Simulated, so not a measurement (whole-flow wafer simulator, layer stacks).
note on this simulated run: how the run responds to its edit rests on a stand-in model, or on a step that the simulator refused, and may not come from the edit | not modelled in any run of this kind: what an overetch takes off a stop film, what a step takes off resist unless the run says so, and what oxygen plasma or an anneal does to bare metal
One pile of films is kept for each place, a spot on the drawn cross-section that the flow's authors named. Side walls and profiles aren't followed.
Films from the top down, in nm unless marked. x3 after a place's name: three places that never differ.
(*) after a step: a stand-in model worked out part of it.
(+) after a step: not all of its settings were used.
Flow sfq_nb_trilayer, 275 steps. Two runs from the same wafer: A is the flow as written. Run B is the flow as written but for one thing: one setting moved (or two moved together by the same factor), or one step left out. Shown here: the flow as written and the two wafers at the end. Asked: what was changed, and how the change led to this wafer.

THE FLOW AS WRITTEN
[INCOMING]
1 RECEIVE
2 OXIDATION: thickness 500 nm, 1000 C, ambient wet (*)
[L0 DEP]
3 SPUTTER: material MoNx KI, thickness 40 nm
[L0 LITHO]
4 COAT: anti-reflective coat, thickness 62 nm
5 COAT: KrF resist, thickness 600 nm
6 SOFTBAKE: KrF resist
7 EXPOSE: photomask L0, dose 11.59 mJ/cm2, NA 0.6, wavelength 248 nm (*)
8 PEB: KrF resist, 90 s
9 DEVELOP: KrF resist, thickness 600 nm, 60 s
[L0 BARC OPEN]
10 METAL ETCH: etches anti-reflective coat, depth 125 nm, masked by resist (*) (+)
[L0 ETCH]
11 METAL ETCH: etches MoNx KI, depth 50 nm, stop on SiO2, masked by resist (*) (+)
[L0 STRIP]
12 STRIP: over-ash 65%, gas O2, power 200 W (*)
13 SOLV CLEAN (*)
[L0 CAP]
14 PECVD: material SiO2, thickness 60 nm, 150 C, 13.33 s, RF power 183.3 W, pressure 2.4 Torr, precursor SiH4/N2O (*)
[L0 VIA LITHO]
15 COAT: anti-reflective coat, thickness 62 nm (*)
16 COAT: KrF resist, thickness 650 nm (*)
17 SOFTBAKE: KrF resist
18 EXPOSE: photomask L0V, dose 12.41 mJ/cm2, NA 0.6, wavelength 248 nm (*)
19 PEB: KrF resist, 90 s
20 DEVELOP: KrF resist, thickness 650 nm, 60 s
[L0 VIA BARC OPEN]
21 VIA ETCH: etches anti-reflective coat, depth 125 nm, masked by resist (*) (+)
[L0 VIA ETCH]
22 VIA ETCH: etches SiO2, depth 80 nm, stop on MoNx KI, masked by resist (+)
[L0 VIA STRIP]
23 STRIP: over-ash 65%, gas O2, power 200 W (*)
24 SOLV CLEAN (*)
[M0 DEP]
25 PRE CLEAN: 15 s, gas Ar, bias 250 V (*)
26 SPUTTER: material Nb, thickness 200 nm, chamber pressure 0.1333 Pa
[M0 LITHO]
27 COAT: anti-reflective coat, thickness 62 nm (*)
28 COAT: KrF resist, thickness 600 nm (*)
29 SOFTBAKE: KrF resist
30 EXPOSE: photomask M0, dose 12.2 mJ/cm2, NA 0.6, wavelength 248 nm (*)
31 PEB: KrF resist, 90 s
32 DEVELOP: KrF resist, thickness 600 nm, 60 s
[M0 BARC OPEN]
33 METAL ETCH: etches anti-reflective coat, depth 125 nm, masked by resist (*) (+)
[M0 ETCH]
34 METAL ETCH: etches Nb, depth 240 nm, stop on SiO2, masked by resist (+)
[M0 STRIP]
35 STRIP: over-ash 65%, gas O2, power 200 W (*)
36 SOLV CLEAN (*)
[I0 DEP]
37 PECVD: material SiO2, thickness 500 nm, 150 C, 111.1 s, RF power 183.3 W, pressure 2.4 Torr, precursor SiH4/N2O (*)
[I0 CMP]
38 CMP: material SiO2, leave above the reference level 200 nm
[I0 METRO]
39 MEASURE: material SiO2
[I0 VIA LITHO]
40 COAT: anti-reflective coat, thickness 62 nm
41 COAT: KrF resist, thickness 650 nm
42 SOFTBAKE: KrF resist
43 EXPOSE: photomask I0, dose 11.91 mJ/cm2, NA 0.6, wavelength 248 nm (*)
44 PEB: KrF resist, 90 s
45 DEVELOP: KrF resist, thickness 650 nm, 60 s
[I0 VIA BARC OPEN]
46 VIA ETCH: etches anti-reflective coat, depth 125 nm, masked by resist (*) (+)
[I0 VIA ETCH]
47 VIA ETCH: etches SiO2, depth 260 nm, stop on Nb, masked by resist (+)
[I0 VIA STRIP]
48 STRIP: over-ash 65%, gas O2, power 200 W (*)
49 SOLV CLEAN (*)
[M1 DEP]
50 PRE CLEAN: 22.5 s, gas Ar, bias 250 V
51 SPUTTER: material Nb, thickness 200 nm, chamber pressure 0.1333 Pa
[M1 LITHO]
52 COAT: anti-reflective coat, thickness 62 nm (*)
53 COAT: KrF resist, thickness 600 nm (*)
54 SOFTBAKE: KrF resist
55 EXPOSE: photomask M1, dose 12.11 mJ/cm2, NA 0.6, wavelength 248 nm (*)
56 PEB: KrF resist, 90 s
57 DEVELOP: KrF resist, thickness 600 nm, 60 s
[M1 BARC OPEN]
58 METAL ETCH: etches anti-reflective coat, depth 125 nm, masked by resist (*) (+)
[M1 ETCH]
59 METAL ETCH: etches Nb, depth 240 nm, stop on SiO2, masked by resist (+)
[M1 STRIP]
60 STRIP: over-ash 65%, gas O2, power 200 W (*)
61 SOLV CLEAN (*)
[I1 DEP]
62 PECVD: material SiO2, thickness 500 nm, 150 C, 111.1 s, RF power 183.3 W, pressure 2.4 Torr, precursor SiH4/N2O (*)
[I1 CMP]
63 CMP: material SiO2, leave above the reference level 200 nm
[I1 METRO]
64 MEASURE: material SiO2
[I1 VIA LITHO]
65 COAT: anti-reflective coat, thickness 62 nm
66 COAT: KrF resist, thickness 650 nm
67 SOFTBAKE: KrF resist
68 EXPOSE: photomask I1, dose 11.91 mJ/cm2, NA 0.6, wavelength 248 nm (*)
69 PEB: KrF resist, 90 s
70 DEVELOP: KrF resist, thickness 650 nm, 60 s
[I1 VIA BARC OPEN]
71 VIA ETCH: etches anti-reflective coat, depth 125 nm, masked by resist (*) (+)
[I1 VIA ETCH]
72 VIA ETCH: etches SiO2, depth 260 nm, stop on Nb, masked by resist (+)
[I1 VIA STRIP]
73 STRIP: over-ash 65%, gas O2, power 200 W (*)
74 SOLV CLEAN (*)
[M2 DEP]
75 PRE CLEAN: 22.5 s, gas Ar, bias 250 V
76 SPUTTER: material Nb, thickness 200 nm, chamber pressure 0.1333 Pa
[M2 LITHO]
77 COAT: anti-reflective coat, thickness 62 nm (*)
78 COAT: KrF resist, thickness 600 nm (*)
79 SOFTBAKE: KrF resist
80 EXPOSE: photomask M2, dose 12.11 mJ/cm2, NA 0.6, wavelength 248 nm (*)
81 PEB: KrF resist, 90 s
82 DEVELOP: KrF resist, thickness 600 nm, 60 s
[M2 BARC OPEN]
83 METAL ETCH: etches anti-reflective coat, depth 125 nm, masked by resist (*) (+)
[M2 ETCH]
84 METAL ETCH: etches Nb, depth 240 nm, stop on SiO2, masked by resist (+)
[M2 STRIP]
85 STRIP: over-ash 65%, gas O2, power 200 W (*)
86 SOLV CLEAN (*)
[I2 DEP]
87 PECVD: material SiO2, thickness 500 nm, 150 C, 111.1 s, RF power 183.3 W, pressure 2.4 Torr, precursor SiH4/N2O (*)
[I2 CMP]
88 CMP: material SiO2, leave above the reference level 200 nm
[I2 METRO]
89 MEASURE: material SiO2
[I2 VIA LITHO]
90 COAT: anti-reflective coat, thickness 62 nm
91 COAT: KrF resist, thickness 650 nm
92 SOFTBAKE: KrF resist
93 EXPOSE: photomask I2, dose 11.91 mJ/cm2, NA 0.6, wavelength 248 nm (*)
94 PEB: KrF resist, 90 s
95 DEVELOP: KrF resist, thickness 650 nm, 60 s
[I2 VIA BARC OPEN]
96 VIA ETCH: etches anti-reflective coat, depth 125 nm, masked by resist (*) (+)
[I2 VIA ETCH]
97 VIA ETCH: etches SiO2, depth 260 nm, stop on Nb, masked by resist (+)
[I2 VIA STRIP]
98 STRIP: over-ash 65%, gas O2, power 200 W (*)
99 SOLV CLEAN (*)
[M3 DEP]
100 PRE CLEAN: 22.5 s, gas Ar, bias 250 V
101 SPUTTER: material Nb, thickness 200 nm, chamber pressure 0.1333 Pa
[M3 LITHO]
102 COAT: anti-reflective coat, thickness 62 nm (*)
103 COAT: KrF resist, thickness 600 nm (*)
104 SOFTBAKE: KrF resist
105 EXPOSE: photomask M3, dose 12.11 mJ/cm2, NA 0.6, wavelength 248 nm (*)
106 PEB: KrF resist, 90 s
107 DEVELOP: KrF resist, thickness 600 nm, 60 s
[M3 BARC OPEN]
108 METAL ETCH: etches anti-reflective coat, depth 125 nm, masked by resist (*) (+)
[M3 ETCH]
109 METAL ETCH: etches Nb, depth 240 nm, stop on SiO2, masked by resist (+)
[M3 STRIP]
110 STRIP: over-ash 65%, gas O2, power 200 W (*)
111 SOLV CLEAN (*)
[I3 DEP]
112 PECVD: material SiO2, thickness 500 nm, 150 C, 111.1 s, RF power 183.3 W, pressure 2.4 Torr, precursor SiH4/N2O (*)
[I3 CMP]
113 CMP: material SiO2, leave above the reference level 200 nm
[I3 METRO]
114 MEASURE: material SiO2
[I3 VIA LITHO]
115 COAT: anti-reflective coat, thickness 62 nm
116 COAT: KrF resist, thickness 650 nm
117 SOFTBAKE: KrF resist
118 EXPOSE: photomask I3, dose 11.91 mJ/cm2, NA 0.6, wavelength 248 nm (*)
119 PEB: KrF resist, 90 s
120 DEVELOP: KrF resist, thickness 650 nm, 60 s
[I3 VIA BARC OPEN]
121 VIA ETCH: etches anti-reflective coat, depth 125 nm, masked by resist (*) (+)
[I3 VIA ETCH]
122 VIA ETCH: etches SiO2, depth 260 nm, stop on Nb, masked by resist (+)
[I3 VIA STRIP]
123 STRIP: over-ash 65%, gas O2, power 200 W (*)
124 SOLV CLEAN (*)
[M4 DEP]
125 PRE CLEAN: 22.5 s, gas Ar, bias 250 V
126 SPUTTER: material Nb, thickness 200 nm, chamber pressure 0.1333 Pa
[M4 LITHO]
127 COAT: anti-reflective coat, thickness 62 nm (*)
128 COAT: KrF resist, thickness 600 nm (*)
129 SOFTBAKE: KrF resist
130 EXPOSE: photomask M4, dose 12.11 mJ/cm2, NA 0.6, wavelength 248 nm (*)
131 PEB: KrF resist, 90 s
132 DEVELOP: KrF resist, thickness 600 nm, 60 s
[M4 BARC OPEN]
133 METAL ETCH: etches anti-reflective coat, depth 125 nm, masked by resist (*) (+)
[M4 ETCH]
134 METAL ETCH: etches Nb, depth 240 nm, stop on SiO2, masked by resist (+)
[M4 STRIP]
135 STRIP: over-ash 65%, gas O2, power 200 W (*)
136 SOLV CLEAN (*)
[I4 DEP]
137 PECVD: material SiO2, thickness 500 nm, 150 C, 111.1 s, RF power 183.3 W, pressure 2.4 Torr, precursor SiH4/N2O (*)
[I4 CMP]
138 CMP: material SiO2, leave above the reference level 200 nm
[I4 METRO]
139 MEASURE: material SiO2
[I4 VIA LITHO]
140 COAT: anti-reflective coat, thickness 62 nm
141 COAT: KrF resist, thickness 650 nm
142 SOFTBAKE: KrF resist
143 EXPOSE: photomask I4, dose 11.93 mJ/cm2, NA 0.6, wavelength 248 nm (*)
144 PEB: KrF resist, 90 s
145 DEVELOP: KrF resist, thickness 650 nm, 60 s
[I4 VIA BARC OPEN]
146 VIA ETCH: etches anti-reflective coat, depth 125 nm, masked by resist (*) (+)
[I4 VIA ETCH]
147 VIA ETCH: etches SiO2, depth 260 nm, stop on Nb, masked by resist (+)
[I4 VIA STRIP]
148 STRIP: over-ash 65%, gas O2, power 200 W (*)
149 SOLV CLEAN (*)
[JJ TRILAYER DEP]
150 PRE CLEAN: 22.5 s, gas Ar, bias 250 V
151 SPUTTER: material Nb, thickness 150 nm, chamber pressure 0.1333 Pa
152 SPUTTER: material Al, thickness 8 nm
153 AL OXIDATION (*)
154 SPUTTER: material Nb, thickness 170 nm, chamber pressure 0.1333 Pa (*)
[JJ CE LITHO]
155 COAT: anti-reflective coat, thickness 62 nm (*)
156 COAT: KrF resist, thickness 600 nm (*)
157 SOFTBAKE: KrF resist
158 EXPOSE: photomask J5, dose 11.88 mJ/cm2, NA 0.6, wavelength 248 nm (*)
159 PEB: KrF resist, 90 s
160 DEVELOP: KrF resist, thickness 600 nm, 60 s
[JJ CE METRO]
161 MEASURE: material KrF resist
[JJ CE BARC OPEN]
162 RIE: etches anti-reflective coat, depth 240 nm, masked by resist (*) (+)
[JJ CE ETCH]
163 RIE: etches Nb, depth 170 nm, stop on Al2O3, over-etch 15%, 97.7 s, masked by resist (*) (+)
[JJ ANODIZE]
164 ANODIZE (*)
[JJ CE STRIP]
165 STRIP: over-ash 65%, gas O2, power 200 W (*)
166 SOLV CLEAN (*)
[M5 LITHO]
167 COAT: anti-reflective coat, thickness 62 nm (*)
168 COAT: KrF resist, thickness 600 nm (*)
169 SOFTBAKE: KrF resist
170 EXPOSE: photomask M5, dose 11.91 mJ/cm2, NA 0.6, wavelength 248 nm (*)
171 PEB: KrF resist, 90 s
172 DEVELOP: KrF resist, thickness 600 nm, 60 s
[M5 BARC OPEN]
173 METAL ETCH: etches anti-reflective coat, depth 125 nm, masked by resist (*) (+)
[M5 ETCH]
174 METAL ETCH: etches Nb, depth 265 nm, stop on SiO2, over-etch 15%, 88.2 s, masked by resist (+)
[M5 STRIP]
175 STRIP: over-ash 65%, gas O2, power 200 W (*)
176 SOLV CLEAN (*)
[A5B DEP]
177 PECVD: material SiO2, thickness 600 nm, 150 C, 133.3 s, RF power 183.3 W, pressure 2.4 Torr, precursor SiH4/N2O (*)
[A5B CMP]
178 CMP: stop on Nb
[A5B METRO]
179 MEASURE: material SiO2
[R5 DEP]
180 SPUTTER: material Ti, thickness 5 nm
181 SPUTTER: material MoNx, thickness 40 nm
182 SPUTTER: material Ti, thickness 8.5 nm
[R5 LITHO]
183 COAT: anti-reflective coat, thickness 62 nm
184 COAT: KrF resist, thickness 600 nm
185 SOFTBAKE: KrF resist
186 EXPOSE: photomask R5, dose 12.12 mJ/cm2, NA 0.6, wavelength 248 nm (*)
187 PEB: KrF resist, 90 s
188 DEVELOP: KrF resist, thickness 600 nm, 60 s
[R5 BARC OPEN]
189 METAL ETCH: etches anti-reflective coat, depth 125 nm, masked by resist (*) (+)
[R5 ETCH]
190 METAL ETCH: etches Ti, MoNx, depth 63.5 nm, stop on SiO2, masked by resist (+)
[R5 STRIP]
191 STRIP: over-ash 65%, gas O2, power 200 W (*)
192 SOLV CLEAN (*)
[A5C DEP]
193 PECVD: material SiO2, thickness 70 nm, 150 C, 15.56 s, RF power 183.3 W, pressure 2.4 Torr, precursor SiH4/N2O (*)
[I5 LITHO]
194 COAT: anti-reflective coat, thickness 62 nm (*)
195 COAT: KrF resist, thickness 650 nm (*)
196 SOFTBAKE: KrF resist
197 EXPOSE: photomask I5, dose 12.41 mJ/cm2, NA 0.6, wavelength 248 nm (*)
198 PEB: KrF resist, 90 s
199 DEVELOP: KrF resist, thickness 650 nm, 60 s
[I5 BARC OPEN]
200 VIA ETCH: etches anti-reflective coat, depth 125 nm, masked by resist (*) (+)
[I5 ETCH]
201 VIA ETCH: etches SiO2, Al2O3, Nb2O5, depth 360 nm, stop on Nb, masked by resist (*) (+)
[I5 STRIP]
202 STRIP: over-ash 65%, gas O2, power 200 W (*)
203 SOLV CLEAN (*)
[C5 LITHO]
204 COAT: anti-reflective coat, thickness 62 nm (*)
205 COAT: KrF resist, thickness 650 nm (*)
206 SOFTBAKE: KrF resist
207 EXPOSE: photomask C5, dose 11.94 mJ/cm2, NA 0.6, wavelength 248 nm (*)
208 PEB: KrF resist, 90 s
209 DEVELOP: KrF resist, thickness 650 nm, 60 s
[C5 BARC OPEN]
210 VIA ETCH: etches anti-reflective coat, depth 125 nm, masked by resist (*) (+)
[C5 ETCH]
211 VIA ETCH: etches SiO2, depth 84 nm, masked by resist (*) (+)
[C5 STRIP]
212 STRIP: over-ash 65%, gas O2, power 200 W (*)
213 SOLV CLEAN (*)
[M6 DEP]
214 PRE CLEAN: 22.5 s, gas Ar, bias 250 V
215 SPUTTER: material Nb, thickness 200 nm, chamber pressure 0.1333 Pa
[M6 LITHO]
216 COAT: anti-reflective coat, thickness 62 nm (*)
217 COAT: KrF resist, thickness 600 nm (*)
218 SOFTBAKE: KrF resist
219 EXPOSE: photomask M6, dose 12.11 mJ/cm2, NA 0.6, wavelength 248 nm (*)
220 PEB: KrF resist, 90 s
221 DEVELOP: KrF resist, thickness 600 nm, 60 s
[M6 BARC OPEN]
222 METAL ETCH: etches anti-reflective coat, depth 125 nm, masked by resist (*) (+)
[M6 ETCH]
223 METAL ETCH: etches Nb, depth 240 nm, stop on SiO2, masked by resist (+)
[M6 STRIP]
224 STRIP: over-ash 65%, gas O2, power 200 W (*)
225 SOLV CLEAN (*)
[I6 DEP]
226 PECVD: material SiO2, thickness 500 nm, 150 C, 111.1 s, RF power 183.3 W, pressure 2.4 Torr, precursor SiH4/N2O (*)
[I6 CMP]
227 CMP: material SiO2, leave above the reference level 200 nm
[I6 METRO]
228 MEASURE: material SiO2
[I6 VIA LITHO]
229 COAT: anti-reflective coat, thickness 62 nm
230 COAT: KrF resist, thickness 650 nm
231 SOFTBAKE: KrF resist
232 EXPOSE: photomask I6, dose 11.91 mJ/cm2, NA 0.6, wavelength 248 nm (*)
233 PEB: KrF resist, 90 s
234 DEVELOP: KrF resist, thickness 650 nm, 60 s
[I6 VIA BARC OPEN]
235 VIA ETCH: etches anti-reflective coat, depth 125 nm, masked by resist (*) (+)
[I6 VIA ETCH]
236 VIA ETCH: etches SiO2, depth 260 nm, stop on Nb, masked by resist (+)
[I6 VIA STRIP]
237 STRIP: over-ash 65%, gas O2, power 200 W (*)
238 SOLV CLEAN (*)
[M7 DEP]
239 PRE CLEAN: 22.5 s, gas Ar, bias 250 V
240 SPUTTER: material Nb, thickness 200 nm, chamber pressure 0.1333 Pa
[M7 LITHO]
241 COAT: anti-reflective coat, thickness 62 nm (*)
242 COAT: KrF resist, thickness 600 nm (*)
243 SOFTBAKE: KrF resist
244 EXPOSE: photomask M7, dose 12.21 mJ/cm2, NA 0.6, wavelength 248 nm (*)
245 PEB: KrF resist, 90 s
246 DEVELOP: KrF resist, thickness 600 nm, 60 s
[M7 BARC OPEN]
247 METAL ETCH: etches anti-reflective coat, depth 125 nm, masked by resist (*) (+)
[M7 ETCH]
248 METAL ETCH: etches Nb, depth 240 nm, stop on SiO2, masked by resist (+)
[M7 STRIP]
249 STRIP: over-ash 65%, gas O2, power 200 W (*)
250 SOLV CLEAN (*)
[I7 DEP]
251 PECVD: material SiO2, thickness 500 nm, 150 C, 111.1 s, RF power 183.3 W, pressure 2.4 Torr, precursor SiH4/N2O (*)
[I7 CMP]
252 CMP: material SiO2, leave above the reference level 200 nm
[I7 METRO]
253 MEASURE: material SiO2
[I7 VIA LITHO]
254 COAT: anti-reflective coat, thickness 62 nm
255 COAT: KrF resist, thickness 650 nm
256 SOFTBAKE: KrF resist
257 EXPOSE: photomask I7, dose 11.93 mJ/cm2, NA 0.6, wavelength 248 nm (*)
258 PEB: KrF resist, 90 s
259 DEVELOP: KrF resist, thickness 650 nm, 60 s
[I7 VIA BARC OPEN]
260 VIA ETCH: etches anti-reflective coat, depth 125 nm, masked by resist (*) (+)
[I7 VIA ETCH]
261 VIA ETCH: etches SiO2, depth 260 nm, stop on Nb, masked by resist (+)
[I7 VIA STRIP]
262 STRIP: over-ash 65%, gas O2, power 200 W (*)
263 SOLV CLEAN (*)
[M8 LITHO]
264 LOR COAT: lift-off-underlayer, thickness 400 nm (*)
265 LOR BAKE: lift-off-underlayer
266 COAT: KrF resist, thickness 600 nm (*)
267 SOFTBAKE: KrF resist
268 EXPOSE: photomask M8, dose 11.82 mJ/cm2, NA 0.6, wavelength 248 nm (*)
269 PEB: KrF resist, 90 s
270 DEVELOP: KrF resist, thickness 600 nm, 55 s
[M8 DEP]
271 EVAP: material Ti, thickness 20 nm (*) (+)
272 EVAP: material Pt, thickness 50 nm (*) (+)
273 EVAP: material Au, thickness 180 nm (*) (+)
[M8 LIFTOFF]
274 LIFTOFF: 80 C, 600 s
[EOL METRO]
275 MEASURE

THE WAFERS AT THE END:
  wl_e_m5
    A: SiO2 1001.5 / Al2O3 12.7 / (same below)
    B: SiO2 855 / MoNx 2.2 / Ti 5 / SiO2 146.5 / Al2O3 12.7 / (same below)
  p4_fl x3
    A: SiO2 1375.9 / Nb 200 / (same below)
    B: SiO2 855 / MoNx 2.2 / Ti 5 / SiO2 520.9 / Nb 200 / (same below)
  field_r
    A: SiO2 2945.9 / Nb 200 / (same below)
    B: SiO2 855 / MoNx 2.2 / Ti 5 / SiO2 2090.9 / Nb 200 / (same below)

The cause: step 181, SPUTTER: thickness 57.2 nm was run, where the flow has thickness 40 nm.

How the change led to this, step by step:
  181 SPUTTER: material MoNx, thickness 40 nm
      field_l, v_sur, via_wl and 103 more: A MoNx +40 (new film) | B MoNx +57.2 (new film)
  190 METAL ETCH: etches Ti, MoNx, depth 63.5 nm, stop on SiO2, masked by resist (+)
      field_l, v_sur, via_wl and 92 more: A Ti -8.5 (all of it), MoNx -40 (all of it), Ti -5 (all of it) | B Ti -8.5 (all of it), MoNx -55
      ce_l, c5j, ce_r, wl_jj: A Ti -8.5 (all of it), MoNx -40 (all of it), Ti -5 (all of it), Nb -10 | B Ti -8.5 (all of it), MoNx -55
  193 PECVD: material SiO2, thickness 70 nm, 150 C, 15.56 s, RF power 183.3 W, pressure 2.4 Torr, precursor SiH4/N2O (*)
      field_l, v_sur, via_wl and 92 more: A SiO2 +70 | B SiO2 +70 (new film)
  194 COAT: anti-reflective coat, thickness 62 nm (*)
      wl_j_sl, wl_j_sr: A anti-reflective coat +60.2 (new film) | B anti-reflective coat +62 (new film)
      r5r_spacepad_l, r5r_spacepad_r: A anti-reflective coat +84.4 (new film) | B anti-reflective coat +88.7 (new film)
      (and at 12 more places)
  201 VIA ETCH: etches SiO2, Al2O3, Nb2O5, depth 360 nm, stop on Nb, masked by resist (*) (+)
      be: A SiO2 -216.4 (all of it), Al2O3 -12.7 (all of it), Nb2O5 -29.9 (all of it) | B SiO2 -69.8 (all of it), MoNx -2.2 (all of it), Ti -5 (all of it), SiO2 -146.5 (all of it), Al2O3 -12.7 (all of it), Nb2O5 -29.9 (all of it)
  202 STRIP: over-ash 65%, gas O2, power 200 W (*)
      wl_j_sl, wl_j_sr: A KrF resist -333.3 (all of it), anti-reflective coat -60.2 (all of it) | B KrF resist -333 (all of it), anti-reflective coat -62 (all of it)
      r5r_spacepad_l, r5r_spacepad_r: A KrF resist -335.6 (all of it), anti-reflective coat -84.4 (all of it) | B KrF resist -336 (all of it), anti-reflective coat -88.7 (all of it)
      (and at 12 more places)
  204 COAT: anti-reflective coat, thickness 62 nm (*)
      wl_j_sl, wl_j_sr: A anti-reflective coat +60.2 (new film) | B anti-reflective coat +62 (new film)
      r5r_spacepad_l, r5r_spacepad_r: A anti-reflective coat +84.4 (new film) | B anti-reflective coat +88.7 (new film)
      (and at 12 more places)
  210 VIA ETCH: etches anti-reflective coat, depth 125 nm, masked by resist (*) (+)
      c5j: A anti-reflective coat -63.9 (all of it), SiO2 -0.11 | B anti-reflective coat -61.2 (all of it), SiO2 -0.11
  211 VIA ETCH: etches SiO2, depth 84 nm, masked by resist (*) (+)
      c5j: A SiO2 -69.9 (all of it), Nb -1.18 | B SiO2 -69.9 (all of it)
  212 STRIP: over-ash 65%, gas O2, power 200 W (*)
      wl_j_sl, wl_j_sr: A KrF resist -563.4 (all of it), anti-reflective coat -60.2 (all of it) | B KrF resist -564 (all of it), anti-reflective coat -62 (all of it)
      r5r_spacepad_l, r5r_spacepad_r: A KrF resist -565.8 (all of it), anti-reflective coat -84.4 (all of it) | B KrF resist -566.9 (all of it), anti-reflective coat -88.7 (all of it)
      (and at 11 more places)
  214 PRE CLEAN: 22.5 s, gas Ar, bias 250 V
      c5j: A Nb -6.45 | B MoNx -2.2 (all of it), Ti -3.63
  215 SPUTTER: material Nb, thickness 200 nm, chamber pressure 0.1333 Pa
      c5j: A Nb +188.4 | B Nb +189.1 (new film)
  216 COAT: anti-reflective coat, thickness 62 nm (*)
      r5r_line_l, r5r_line_c, r5r_line_r: A anti-reflective coat +50 (new film) | B anti-reflective coat +48.6 (new film)
      wl_j_sl, wl_j_sr: A anti-reflective coat +60.2 (new film) | B anti-reflective coat +62 (new film)
      (and at 12 more places)
  222 METAL ETCH: etches anti-reflective coat, depth 125 nm, masked by resist (*) (+)
      r5r_line_l, r5r_line_c, r5r_line_r: A anti-reflective coat -50 (all of it) | B anti-reflective coat -48.6 (all of it)
      r5r_spacepad_l, r5r_spacepad_r: A anti-reflective coat -85.7 (all of it) | B anti-reflective coat -90.7 (all of it)
      (and at 1 more place)
  224 STRIP: over-ash 65%, gas O2, power 200 W (*)
      wl_j_sl, wl_j_sr: A KrF resist -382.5 (all of it), anti-reflective coat -60.2 (all of it) | B KrF resist -382.4 (all of it), anti-reflective coat -62 (all of it)
      jj_sur: A KrF resist -378.5 (all of it), anti-reflective coat -56.1 (all of it) | B KrF resist -378.3 (all of it), anti-reflective coat -59 (all of it)
      (and at 8 more places)
  227 CMP: material SiO2, leave above the reference level 200 nm
      r5r_line_l, r5r_spacepad_l, r5r_spacepad_r, r5r_line_c, r5r_line_r: A SiO2 -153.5 | B SiO2 -163.5
      ce_l, ce_r, wl_jj: A SiO2 -290 | B SiO2 -300
      (and at 5 more places)
Counting metal films that touch as one body, wl_e_m5 has 7 bodies (between them, from the top down: SiO2 146.5 / Al2O3 12.7 / Nb2O5 29.9; SiO2 192.5; SiO2 192.5; SiO2 192.5; SiO2 192.5; SiO2 192.5); the flow as written gives 6 bodies (between them, from the top down: SiO2 192.5; SiO2 192.5; SiO2 192.5; SiO2 192.5; SiO2 192.5).
Counting metal films that touch as one body, p4_fl x3 has 3 bodies (between them, from the top down: SiO2 520.9; SiO2 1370); the flow as written gives 2 bodies (between them, from the top down: SiO2 1370).
Counting metal films that touch as one body, field_r has 2 bodies (between them, from the top down: SiO2 2090.9); the flow as written gives 1 body.
